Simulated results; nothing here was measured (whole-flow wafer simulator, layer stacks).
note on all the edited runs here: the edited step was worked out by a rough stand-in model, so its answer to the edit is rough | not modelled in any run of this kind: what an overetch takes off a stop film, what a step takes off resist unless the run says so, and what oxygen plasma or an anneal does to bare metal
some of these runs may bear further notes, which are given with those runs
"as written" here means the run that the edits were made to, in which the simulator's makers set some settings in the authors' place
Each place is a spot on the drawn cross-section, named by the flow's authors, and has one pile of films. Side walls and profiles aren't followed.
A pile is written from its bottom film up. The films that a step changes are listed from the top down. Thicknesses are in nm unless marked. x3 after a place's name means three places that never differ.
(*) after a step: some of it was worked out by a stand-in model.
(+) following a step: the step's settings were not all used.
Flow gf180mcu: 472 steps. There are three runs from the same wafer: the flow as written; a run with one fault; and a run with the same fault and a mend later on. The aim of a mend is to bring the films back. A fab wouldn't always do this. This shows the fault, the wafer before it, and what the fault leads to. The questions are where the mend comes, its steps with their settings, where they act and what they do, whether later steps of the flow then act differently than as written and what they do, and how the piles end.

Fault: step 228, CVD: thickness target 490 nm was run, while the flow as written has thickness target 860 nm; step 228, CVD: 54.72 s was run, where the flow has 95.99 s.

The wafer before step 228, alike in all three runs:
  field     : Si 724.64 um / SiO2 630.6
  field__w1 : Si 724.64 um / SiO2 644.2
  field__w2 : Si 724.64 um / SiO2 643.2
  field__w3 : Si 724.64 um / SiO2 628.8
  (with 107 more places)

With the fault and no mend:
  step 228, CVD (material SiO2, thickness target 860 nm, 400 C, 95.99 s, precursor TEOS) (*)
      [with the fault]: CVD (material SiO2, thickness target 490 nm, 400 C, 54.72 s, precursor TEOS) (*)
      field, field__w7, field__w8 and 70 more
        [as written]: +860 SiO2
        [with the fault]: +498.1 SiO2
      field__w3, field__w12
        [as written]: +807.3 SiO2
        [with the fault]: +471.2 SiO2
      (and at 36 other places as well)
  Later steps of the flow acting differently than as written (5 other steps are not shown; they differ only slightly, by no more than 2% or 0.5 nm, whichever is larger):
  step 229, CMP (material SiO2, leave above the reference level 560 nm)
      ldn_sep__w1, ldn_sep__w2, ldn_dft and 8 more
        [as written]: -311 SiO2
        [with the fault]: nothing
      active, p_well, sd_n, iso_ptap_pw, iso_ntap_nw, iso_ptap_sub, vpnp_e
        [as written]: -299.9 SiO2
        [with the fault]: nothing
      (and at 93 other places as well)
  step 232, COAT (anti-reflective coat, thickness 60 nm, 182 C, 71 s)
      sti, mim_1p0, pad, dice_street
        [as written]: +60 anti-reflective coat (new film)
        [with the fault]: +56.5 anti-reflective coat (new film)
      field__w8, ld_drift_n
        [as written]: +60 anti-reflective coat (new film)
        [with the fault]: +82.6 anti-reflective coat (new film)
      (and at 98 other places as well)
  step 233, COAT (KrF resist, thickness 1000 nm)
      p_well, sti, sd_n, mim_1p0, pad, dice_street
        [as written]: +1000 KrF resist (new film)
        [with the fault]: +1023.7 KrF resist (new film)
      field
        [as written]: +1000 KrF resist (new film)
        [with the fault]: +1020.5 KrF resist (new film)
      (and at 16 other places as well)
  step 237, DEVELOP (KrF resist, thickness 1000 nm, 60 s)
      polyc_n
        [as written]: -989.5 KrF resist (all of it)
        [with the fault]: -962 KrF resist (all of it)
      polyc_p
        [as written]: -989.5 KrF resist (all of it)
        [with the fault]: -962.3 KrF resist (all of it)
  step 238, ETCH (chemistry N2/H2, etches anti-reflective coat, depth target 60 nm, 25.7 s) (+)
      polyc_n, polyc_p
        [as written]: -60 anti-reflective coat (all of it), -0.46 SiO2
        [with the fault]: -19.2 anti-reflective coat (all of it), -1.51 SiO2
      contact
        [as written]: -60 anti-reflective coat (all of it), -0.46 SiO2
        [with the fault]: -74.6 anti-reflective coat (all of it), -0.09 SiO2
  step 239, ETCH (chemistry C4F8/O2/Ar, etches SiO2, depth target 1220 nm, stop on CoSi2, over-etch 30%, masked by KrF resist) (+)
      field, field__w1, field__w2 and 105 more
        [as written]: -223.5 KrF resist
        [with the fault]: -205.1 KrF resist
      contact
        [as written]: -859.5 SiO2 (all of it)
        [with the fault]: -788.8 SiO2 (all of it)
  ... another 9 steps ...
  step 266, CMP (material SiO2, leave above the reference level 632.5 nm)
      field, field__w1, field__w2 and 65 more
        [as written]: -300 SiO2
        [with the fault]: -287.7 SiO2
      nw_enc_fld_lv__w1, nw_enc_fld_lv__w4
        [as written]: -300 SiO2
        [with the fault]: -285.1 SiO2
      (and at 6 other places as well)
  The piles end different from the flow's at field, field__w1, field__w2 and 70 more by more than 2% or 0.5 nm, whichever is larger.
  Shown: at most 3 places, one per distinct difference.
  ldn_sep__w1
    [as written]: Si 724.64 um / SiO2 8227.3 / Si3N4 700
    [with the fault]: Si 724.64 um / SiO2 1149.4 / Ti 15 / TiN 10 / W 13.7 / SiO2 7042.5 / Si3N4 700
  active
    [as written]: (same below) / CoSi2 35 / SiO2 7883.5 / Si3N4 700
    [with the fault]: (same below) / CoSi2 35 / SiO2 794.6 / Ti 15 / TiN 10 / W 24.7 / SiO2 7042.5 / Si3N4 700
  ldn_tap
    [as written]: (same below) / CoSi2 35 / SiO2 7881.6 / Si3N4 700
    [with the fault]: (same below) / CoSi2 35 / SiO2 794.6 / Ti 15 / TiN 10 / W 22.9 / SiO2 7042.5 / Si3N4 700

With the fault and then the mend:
  After step 228 comes the mend.
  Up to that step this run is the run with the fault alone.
  step 228a, CVD (material SiO2, thickness target 370 nm, 400 C, 41.3 s, precursor TEOS) (*) (the flow's step 228 again, with other settings)
      field, field__w7, field__w8 and 72 more
        +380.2 SiO2
      field_sub__w1, field_sub__w4, field_sub__w5
        +370.3 SiO2
      nw_enc_fld_lv__w1, nw_enc_fld_lv__w3, nw_enc_fld_lv__w4
        +367 SiO2
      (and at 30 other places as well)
  Later steps of the flow acting differently than as written (2 other steps are not shown; they differ only slightly, by no more than 2% or 0.5 nm, whichever is larger):
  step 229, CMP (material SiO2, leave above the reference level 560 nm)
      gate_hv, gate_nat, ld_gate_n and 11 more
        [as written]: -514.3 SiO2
        [with the mend]: -532.6 SiO2
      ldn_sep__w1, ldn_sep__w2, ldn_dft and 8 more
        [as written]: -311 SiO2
        [with the mend]: -329.3 SiO2
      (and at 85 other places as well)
  When the end is reached, the piles differ only a little from the flow's at the places that both follow, at most by 2% or 0.5 nm, whichever is larger.
